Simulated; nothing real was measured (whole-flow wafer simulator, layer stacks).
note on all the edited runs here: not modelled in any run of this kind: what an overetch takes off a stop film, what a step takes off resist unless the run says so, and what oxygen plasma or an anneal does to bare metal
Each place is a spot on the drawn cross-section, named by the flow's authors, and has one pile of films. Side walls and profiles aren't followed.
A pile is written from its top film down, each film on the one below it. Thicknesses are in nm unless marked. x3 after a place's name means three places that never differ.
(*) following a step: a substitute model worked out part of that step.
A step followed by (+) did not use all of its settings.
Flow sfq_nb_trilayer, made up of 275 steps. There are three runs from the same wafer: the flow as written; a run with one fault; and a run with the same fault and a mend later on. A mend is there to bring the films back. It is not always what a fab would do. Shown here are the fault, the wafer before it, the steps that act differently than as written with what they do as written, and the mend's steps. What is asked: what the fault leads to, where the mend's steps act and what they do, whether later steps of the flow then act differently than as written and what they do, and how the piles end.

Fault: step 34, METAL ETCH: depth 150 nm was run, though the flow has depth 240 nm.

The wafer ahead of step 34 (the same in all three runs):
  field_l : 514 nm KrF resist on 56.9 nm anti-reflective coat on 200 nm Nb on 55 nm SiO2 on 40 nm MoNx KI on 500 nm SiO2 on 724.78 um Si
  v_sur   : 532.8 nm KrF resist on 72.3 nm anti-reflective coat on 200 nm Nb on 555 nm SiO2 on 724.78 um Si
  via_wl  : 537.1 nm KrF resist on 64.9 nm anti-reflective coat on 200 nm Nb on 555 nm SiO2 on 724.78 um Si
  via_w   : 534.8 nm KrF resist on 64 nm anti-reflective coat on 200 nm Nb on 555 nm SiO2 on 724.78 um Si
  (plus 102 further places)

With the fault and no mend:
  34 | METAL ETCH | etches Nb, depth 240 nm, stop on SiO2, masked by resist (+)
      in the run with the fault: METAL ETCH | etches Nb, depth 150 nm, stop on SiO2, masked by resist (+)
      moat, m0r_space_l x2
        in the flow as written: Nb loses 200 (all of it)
        in the run with the fault: Nb loses 150
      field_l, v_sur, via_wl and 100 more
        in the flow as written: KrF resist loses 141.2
        in the run with the fault: KrF resist loses 88.2
  Steps later in the flow that act otherwise than as written:
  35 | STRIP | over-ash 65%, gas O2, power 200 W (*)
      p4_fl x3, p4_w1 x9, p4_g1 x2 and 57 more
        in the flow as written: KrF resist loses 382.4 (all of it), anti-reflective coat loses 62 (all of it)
        in the run with the fault: KrF resist loses 435.3 (all of it), anti-reflective coat loses 62 (all of it)
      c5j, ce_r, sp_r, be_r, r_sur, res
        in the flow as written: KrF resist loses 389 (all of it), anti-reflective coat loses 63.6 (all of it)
        in the run with the fault: KrF resist loses 442 (all of it), anti-reflective coat loses 63.6 (all of it)
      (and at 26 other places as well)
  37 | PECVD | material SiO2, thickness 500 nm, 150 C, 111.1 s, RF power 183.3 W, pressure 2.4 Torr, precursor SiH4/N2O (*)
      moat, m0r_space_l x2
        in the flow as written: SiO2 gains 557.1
        in the run with the fault: SiO2 gains 507.1 (new film)
  At moat, m0r_space_l x2, the piles at the end differ from the flow's by more than 2% or 0.5 nm, whichever is larger.
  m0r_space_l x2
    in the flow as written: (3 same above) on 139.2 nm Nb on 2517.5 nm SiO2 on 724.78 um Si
    in the run with the fault: (3 same above) on 139.2 nm Nb on 1912.5 nm SiO2 on 50 nm Nb on 555 nm SiO2 on 724.78 um Si
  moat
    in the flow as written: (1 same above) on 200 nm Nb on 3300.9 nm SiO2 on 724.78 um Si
    in the run with the fault: (1 same above) on 200 nm Nb on 2695.9 nm SiO2 on 50 nm Nb on 555 nm SiO2 on 724.78 um Si

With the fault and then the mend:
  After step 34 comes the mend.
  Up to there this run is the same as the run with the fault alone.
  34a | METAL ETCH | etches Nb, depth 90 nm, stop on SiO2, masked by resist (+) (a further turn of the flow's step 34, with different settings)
      field_l, v_sur, via_wl and 100 more
        KrF resist loses 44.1
      moat, m0r_space_l x2
        Nb loses 50 (all of it)
  Steps later in the flow that act otherwise than as written:
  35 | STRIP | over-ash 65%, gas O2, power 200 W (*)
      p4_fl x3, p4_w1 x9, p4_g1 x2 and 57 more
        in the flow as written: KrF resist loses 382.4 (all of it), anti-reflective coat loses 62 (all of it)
        in the run with the mend: KrF resist loses 391.2 (all of it), anti-reflective coat loses 62 (all of it)
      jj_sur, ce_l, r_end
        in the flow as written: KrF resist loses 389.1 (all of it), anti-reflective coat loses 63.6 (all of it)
        in the run with the mend: KrF resist loses 397.9 (all of it), anti-reflective coat loses 63.6 (all of it)
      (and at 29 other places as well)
  By the end, the piles equal the flow's at every place that both follow.
